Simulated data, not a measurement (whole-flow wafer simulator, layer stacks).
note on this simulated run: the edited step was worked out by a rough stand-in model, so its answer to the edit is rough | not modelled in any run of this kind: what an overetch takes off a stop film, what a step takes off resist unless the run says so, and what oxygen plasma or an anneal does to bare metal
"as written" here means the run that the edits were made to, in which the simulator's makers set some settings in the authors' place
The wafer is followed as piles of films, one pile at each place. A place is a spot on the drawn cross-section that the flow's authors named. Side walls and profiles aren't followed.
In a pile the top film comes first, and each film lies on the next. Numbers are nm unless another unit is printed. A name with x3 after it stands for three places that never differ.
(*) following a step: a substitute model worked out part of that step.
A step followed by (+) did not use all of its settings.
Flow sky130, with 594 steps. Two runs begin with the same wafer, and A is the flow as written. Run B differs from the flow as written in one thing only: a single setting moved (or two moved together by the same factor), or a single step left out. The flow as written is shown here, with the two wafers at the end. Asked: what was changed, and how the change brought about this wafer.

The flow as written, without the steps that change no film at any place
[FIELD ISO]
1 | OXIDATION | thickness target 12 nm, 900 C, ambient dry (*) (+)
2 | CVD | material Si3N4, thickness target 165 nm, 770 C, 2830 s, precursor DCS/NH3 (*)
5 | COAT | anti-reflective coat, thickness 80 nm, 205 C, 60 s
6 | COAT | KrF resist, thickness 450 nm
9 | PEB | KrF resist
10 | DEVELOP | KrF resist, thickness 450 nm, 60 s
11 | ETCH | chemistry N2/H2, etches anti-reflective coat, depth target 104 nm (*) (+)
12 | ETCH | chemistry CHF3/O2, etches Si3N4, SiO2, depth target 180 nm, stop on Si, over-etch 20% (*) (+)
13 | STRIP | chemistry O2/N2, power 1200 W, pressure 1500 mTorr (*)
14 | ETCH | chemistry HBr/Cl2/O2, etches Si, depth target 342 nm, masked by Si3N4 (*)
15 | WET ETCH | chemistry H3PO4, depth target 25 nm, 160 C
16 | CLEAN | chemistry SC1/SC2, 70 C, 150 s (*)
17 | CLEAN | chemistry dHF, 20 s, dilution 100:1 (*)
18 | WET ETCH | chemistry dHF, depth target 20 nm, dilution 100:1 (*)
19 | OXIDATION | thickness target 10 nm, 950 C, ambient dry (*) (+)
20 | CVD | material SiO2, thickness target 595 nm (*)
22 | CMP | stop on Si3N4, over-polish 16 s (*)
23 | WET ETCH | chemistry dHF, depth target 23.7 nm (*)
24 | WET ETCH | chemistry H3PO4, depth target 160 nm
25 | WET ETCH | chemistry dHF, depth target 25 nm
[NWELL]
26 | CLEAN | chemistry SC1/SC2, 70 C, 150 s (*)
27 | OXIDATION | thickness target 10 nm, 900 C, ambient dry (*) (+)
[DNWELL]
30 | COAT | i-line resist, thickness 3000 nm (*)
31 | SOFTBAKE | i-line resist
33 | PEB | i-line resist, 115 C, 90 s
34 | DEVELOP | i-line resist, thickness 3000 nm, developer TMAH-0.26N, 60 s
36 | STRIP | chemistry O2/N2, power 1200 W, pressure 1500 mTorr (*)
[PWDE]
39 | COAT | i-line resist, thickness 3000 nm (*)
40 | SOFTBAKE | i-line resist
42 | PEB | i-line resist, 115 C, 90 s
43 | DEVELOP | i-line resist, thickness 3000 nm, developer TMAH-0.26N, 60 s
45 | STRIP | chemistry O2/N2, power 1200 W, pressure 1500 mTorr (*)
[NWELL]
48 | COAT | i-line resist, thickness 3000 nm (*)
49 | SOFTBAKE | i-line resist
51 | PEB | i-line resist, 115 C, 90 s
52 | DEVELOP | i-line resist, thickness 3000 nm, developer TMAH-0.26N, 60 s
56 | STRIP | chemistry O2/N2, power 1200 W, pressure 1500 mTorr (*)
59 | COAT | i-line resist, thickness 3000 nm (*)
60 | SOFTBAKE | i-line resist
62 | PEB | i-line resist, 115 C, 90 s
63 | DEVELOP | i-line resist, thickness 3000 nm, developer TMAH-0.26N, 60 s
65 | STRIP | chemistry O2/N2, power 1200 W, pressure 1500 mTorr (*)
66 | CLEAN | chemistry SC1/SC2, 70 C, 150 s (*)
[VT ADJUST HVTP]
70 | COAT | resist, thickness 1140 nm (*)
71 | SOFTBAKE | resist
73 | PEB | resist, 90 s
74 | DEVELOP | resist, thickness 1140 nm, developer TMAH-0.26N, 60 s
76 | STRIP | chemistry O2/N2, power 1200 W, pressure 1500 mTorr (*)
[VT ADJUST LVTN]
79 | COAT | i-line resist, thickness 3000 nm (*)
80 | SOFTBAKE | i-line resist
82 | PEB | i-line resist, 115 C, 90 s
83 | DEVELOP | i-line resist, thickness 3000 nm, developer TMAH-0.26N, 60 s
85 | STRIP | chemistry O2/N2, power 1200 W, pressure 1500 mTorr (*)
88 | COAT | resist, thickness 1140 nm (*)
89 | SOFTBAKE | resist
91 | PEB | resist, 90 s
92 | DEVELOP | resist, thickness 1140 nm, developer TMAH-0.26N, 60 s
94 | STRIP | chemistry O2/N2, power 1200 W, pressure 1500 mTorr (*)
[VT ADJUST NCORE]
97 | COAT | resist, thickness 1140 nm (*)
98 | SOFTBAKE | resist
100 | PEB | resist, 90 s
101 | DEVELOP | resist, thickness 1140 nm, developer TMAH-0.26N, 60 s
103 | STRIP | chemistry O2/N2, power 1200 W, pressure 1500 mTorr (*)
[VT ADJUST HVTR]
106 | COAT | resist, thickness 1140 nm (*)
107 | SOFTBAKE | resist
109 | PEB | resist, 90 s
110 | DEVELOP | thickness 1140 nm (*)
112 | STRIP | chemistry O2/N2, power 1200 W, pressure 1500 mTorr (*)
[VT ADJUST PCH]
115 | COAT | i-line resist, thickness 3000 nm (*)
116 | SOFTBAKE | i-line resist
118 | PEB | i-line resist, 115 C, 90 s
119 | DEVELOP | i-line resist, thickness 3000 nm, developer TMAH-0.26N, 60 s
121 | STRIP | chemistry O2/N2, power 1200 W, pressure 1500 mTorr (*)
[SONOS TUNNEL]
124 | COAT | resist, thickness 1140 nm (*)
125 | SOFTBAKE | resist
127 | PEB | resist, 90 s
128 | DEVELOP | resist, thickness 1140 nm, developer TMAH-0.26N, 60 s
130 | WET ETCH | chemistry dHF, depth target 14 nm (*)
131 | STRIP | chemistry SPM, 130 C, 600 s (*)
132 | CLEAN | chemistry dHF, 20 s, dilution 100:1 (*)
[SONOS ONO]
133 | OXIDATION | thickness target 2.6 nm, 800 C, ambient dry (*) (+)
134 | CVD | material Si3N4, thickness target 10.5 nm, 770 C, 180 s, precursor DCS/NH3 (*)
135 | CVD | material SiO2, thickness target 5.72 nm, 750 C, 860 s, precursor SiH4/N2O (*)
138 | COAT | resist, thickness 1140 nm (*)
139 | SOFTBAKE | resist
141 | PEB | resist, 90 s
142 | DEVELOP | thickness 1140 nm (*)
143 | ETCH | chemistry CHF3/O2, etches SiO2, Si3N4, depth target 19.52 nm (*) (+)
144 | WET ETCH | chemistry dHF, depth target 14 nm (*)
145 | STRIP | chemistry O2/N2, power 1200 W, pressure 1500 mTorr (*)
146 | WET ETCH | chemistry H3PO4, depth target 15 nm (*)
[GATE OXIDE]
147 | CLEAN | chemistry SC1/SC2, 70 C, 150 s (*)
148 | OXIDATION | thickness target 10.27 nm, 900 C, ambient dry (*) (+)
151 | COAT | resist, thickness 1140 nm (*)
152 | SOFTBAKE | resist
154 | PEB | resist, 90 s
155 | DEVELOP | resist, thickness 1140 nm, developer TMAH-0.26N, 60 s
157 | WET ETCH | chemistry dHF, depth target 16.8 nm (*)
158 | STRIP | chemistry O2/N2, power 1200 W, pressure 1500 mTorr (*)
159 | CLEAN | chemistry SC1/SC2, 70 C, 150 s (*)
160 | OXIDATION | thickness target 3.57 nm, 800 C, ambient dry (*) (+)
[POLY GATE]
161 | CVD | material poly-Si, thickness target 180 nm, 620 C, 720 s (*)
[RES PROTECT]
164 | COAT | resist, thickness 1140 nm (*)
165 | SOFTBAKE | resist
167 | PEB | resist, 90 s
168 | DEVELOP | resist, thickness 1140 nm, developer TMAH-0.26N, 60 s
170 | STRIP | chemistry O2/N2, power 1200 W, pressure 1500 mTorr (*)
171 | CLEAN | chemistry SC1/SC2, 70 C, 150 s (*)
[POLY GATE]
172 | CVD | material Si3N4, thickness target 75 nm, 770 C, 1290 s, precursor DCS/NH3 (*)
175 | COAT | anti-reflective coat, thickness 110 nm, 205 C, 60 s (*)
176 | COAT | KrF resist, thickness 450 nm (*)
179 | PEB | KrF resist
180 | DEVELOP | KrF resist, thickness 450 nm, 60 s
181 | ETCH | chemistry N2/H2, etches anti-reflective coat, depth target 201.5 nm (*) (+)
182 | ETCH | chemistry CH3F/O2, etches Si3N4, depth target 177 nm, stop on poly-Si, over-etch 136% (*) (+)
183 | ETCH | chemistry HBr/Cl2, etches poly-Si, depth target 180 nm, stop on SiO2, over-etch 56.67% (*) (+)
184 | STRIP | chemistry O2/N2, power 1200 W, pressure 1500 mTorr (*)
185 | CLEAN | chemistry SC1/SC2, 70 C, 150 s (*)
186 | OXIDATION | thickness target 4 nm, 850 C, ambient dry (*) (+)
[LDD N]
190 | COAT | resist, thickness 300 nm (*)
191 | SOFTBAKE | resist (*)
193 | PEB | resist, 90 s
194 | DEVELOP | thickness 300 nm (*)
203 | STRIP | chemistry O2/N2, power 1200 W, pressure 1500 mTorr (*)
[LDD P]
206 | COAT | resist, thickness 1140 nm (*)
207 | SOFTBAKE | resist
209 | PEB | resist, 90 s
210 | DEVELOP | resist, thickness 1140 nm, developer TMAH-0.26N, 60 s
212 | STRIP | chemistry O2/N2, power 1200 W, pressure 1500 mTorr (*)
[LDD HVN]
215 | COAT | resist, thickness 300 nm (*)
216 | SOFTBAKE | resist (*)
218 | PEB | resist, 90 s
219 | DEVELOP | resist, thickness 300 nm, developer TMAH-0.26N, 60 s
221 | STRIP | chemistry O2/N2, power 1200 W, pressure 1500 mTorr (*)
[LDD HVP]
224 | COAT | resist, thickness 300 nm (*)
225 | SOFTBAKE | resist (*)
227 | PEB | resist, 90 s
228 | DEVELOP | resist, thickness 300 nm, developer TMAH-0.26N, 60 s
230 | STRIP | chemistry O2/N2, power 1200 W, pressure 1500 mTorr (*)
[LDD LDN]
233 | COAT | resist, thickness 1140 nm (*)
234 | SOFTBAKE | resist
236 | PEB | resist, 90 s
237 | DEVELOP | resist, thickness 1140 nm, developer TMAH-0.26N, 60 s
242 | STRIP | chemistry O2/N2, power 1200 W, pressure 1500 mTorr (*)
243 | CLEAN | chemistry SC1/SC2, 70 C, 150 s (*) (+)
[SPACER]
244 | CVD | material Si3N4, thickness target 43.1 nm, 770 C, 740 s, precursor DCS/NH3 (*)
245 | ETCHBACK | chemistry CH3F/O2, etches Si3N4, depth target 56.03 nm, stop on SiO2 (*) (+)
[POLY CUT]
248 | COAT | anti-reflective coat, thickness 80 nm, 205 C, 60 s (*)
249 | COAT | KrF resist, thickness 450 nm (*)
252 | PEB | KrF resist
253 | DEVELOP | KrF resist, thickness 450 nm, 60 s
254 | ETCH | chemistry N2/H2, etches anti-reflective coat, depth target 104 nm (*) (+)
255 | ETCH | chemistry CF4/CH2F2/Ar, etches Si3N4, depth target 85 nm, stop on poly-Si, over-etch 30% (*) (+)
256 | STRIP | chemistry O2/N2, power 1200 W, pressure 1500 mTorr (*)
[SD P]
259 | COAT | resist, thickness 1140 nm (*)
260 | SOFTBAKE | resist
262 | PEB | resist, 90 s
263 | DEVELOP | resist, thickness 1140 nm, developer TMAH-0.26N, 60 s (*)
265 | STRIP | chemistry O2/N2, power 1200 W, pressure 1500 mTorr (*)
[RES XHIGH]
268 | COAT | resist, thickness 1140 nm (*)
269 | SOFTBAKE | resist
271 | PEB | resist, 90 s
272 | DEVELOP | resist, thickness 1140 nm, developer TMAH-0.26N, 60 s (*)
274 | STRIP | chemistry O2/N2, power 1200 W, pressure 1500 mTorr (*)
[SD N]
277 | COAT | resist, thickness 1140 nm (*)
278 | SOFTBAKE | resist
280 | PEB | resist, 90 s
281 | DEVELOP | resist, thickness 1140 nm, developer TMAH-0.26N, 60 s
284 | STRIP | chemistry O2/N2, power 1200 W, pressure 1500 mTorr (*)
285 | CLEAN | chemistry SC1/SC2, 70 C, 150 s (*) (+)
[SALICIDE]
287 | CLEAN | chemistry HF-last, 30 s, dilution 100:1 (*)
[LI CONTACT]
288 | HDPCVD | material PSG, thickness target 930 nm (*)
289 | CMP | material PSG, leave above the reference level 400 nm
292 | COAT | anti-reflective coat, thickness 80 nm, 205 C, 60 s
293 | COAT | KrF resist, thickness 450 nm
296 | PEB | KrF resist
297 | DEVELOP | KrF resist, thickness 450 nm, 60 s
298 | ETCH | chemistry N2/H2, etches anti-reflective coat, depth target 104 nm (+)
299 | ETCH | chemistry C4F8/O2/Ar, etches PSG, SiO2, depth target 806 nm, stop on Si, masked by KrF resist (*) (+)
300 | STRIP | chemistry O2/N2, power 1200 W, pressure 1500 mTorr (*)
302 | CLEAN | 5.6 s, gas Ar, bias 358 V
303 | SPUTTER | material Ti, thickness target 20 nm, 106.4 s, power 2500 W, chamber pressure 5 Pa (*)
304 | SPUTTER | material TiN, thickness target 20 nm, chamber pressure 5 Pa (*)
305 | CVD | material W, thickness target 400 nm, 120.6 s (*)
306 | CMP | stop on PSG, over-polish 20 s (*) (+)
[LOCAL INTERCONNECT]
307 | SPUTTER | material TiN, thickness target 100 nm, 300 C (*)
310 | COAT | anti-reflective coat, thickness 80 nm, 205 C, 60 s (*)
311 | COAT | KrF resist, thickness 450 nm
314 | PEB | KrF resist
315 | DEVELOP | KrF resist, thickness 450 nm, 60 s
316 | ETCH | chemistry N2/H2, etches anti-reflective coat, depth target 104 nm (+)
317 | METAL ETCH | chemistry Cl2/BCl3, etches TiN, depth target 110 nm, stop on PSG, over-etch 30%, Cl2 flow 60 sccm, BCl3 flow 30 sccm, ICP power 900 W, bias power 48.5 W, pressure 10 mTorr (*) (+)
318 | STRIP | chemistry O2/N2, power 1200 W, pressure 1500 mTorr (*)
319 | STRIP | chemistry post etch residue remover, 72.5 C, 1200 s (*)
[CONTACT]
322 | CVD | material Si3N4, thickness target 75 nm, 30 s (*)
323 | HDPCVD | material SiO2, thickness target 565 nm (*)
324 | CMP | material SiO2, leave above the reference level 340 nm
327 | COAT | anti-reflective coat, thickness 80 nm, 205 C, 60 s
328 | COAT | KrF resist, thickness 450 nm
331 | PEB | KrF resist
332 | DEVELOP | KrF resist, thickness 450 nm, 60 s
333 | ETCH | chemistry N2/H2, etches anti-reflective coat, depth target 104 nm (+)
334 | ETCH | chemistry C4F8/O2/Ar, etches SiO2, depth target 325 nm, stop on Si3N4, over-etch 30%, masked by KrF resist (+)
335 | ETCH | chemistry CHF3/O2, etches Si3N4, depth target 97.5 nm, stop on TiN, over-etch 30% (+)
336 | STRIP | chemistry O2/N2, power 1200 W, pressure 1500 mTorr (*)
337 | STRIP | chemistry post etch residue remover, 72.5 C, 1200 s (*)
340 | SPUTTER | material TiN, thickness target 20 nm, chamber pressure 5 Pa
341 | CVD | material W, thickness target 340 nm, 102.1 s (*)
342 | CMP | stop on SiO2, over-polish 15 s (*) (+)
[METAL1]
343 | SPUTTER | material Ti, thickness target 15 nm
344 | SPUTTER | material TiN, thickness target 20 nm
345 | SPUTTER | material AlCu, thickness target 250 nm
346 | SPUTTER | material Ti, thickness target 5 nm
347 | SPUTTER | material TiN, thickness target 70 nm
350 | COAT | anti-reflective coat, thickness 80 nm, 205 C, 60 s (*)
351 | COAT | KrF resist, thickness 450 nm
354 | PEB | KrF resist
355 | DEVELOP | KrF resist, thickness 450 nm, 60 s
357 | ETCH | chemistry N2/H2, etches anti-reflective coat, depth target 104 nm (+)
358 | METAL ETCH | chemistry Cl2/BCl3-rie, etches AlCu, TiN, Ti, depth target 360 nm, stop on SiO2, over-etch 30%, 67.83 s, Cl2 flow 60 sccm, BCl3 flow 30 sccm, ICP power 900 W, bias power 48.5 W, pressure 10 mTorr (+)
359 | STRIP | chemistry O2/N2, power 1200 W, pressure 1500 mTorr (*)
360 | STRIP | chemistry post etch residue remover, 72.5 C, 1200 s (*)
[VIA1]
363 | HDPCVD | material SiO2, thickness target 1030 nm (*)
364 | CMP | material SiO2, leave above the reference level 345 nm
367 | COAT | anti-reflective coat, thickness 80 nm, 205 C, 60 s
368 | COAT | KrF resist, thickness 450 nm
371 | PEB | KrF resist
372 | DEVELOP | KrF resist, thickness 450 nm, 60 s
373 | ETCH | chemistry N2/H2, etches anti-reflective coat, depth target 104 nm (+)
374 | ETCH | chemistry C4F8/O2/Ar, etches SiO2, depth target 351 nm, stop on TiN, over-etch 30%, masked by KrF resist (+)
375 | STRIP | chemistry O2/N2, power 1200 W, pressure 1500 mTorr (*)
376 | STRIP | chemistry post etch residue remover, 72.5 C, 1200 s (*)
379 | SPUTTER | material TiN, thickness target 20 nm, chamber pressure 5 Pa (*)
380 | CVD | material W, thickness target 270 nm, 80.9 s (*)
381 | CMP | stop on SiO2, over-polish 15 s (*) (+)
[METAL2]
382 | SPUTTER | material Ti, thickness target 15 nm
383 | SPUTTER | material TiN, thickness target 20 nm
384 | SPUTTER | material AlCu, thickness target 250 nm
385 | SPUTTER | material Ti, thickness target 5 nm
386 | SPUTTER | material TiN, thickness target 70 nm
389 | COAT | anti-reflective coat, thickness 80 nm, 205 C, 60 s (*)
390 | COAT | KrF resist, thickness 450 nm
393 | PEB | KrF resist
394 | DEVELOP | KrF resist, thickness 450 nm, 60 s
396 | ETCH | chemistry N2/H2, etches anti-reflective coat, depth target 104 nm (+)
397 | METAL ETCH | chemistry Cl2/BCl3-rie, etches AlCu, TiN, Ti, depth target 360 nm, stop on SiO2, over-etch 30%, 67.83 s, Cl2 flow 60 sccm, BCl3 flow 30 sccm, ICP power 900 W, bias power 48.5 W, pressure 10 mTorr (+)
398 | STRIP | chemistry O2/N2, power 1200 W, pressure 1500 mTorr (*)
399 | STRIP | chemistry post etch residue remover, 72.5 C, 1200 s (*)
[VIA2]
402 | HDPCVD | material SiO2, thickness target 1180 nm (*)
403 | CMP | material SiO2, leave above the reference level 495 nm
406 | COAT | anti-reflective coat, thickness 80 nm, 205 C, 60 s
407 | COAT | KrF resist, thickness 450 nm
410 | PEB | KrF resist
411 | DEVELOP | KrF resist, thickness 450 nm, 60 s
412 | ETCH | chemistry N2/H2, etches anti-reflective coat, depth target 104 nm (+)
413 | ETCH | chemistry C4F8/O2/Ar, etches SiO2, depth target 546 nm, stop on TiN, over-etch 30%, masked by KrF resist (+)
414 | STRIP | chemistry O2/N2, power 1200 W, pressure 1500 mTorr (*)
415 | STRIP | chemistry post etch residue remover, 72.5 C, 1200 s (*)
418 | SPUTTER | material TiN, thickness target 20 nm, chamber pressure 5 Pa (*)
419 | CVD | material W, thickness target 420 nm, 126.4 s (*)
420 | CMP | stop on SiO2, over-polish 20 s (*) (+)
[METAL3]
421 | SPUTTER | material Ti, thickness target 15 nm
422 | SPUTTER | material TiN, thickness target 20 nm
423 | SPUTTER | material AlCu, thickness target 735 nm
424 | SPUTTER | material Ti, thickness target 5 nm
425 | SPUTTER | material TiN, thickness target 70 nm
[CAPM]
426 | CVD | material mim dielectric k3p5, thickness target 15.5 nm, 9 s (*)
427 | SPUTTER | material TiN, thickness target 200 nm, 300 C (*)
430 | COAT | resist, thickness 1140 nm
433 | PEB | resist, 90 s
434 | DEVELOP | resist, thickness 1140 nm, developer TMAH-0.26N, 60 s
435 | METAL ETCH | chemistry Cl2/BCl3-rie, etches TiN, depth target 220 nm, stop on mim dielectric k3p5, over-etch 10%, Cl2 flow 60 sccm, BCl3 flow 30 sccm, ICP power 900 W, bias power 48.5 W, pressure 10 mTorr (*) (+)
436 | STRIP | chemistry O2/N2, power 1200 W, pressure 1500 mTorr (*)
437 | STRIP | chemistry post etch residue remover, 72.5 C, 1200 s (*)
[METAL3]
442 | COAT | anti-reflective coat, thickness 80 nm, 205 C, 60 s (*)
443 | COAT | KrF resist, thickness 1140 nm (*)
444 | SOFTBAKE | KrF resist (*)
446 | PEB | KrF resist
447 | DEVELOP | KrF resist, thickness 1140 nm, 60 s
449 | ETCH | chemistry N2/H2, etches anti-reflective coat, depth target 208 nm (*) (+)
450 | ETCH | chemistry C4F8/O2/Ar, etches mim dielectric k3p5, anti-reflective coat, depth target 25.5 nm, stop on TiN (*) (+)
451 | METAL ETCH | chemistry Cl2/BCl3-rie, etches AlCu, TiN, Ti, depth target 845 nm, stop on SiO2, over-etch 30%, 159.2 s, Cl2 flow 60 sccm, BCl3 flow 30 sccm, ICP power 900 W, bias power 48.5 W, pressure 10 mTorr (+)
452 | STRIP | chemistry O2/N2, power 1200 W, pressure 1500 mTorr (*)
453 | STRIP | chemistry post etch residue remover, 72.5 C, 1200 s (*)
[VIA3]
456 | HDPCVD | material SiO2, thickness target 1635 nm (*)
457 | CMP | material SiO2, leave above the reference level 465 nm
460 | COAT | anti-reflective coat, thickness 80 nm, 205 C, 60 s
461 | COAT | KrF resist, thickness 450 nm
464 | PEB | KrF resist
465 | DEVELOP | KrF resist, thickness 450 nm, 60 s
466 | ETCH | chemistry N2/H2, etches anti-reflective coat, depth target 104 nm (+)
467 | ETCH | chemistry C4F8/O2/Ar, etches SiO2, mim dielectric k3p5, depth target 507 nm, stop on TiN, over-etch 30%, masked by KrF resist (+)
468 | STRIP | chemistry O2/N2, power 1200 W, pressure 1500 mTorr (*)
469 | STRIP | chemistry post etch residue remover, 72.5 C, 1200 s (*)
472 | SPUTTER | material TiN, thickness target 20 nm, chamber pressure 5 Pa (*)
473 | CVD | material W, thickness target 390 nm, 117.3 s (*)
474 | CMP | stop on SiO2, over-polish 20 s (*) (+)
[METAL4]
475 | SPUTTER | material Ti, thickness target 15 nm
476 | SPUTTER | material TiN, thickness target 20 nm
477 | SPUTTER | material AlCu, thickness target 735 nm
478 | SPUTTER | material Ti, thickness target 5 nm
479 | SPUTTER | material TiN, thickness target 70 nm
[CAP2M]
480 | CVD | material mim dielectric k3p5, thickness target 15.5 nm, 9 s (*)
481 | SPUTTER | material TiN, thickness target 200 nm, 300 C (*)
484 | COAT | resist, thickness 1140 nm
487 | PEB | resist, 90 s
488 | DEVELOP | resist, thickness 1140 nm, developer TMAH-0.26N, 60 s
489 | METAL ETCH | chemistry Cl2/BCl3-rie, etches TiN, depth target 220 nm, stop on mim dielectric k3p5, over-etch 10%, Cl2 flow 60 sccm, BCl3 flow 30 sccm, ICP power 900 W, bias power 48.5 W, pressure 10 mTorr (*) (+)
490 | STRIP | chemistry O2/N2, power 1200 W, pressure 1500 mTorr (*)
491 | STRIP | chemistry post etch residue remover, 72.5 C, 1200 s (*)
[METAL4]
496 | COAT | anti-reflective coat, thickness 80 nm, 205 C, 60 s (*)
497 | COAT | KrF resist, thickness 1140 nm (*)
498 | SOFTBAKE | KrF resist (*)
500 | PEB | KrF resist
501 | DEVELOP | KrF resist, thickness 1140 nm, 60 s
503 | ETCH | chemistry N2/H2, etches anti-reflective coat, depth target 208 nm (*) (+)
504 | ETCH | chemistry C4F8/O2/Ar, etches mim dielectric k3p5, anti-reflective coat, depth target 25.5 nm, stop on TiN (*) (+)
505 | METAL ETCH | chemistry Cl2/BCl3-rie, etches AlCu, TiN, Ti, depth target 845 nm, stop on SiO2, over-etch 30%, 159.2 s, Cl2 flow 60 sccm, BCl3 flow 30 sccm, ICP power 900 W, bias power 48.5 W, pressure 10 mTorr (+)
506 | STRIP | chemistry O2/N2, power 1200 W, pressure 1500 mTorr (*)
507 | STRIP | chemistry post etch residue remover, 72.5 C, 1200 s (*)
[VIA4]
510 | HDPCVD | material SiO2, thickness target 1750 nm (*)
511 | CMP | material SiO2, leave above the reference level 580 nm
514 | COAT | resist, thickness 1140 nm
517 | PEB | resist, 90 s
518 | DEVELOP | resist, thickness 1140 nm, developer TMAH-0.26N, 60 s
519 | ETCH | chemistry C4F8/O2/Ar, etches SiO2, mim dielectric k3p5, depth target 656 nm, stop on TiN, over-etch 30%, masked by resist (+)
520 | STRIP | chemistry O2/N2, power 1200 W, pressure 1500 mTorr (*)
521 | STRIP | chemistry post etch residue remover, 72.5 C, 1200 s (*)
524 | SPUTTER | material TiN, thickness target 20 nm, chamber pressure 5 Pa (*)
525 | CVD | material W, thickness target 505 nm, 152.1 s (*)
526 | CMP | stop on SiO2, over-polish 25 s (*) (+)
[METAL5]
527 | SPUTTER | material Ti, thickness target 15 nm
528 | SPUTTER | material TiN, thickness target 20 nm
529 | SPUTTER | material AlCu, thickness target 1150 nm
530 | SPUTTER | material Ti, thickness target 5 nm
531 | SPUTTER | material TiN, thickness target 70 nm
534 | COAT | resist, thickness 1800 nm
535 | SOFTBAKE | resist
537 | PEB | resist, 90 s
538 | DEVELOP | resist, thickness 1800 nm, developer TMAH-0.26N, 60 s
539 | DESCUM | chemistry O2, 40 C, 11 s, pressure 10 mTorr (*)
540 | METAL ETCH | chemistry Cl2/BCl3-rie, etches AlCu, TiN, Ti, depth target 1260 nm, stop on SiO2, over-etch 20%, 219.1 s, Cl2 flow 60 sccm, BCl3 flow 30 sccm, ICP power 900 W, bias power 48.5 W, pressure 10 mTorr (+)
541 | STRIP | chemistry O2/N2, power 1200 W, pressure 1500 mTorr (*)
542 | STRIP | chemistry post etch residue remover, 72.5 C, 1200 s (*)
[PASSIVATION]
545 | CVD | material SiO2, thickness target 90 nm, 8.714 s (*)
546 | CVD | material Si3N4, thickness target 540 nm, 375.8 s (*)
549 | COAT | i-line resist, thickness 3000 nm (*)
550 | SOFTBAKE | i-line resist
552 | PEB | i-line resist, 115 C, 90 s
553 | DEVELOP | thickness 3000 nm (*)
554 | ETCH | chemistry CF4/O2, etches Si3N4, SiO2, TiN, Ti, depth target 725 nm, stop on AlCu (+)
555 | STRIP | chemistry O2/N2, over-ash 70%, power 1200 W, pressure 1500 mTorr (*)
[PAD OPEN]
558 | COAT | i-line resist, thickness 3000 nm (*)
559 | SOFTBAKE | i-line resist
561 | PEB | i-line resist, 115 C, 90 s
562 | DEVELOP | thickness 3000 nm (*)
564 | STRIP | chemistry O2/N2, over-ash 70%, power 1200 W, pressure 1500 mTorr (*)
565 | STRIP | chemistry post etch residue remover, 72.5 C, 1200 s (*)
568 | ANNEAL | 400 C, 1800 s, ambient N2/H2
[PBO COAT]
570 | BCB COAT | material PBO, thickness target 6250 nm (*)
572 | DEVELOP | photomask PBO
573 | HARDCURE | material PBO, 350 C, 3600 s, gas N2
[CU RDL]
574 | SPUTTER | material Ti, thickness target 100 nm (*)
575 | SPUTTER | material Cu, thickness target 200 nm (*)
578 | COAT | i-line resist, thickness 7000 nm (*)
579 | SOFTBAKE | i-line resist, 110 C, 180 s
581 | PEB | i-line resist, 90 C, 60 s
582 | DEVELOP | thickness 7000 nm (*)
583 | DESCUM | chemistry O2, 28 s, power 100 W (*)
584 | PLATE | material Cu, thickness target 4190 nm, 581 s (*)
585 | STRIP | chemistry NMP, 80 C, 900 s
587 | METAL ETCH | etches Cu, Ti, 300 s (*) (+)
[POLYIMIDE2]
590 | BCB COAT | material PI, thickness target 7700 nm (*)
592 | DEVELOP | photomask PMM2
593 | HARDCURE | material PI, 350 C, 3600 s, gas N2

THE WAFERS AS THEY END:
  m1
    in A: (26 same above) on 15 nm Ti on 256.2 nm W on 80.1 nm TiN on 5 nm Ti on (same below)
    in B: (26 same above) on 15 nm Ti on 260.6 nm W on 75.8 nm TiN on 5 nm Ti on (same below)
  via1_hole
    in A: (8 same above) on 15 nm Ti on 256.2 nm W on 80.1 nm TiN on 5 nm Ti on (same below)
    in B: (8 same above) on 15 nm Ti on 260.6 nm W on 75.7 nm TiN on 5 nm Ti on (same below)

Cause: step 379, SPUTTER: thickness target 12 nm was run, whereas the flow has thickness target 20 nm.

How this came from the change, step by step:
  379 | SPUTTER | material TiN, thickness target 20 nm, chamber pressure 5 Pa (*)
      field, active, n_well and 186 more: A TiN gains 20 (new film) | B TiN gains 12 (new film)
      m1: A TiN gains 11 | B TiN gains 6.6
      (as well as at 1 more place)
  381 | CMP | stop on SiO2, over-polish 15 s (*) (+)
      field, active, n_well and 186 more: A W loses 270 (all of it), TiN loses 20 (all of it), SiO2 loses 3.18 | B W loses 270 (all of it), TiN loses 12 (all of it), SiO2 loses 3.18
      m1, via1_hole: A W loses 293.6 | B W loses 285.6
